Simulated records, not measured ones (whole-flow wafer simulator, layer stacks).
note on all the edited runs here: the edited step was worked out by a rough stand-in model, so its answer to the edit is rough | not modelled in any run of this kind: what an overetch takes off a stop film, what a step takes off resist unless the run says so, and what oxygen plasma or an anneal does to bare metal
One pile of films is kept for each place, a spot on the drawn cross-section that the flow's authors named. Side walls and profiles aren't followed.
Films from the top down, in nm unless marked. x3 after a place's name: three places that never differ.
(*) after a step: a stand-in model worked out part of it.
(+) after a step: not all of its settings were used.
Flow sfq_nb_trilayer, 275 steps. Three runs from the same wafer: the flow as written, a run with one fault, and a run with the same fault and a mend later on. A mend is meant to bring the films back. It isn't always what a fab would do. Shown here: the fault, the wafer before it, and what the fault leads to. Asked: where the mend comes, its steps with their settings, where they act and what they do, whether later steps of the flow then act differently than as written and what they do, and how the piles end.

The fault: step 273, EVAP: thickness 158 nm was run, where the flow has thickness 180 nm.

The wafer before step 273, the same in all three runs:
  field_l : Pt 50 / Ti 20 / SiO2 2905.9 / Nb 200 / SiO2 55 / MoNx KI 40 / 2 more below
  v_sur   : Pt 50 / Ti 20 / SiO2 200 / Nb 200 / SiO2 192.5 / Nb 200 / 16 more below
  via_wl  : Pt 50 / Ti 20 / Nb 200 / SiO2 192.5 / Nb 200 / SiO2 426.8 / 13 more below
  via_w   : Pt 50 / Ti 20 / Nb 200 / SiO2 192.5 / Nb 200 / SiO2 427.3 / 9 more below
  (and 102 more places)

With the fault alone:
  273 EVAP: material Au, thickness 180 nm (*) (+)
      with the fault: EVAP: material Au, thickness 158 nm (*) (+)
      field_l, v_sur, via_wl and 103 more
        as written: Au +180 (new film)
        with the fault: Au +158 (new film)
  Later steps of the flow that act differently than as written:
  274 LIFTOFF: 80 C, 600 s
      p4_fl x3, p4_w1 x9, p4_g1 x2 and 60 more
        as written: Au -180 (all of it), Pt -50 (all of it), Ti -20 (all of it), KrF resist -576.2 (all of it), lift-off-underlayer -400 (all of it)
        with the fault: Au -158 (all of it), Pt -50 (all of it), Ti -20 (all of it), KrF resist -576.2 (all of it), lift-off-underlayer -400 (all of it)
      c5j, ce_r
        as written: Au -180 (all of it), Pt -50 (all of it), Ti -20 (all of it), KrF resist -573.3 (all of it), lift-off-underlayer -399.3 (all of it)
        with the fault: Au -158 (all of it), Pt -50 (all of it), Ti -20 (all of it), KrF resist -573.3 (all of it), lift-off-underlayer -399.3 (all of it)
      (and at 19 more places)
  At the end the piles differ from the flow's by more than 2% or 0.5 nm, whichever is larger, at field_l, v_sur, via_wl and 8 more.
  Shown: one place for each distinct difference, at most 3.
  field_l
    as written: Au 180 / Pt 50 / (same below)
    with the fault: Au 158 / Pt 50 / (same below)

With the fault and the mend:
  The mend comes after step 273.
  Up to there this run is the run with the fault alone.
  273a EVAP: material Au, thickness 22 nm (*) (+) (the flow's step 273 once more, with other settings)
      field_l, v_sur, via_wl and 103 more
        Au +22
  No later step of the flow acts differently than as written at any place that is followed.
  At the end the piles are the same as the flow's at every place that both follow.
